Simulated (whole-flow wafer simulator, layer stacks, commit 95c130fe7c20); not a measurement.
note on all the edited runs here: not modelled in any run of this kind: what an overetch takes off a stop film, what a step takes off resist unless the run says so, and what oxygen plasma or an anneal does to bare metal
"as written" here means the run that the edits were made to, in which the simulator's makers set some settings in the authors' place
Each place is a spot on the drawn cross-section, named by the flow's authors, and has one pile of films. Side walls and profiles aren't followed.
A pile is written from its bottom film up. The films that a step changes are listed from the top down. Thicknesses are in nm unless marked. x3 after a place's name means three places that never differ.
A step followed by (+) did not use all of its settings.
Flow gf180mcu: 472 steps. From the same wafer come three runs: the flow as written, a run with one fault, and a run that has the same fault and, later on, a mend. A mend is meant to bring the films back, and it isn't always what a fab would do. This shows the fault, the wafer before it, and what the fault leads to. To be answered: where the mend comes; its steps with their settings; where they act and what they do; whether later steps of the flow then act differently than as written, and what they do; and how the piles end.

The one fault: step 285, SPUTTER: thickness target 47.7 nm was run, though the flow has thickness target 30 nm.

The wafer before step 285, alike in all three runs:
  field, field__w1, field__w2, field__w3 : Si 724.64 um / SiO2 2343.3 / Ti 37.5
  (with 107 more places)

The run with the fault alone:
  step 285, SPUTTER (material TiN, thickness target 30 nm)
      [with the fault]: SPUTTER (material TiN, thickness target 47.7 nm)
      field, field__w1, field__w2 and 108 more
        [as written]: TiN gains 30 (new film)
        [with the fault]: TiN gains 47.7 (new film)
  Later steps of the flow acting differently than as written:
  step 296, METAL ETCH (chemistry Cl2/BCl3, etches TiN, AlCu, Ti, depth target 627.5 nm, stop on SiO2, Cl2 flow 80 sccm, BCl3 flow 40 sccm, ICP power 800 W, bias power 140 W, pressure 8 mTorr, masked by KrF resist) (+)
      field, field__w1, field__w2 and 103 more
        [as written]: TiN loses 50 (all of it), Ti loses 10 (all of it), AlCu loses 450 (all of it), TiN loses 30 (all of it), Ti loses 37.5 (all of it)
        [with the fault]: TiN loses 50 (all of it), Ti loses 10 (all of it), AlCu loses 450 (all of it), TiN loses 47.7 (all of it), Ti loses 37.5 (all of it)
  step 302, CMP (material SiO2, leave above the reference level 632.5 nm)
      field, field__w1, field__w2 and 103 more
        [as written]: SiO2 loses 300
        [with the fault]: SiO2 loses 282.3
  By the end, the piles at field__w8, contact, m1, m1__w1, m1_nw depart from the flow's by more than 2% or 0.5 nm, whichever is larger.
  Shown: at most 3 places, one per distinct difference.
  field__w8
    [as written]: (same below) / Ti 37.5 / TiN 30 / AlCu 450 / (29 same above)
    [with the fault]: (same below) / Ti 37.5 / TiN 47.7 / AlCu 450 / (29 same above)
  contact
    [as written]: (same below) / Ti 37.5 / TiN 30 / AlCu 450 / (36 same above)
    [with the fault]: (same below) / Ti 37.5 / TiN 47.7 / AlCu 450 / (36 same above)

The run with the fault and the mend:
  After step 285 comes the mend.
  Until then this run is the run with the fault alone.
  step 285a, METAL ETCH (chemistry Cl2/BCl3, etches TiN, AlCu, Ti, depth target 17.7 nm, Cl2 flow 80 sccm, BCl3 flow 40 sccm, ICP power 800 W, bias power 140 W, pressure 8 mTorr) (a further turn of the flow's step 260, with different settings)
      field, field__w1, field__w2 and 108 more
        TiN loses 17.7
  None of the later steps of the flow acts differently than as written at any place that is followed.
  By the end, the piles equal the flow's at every place that both follow.
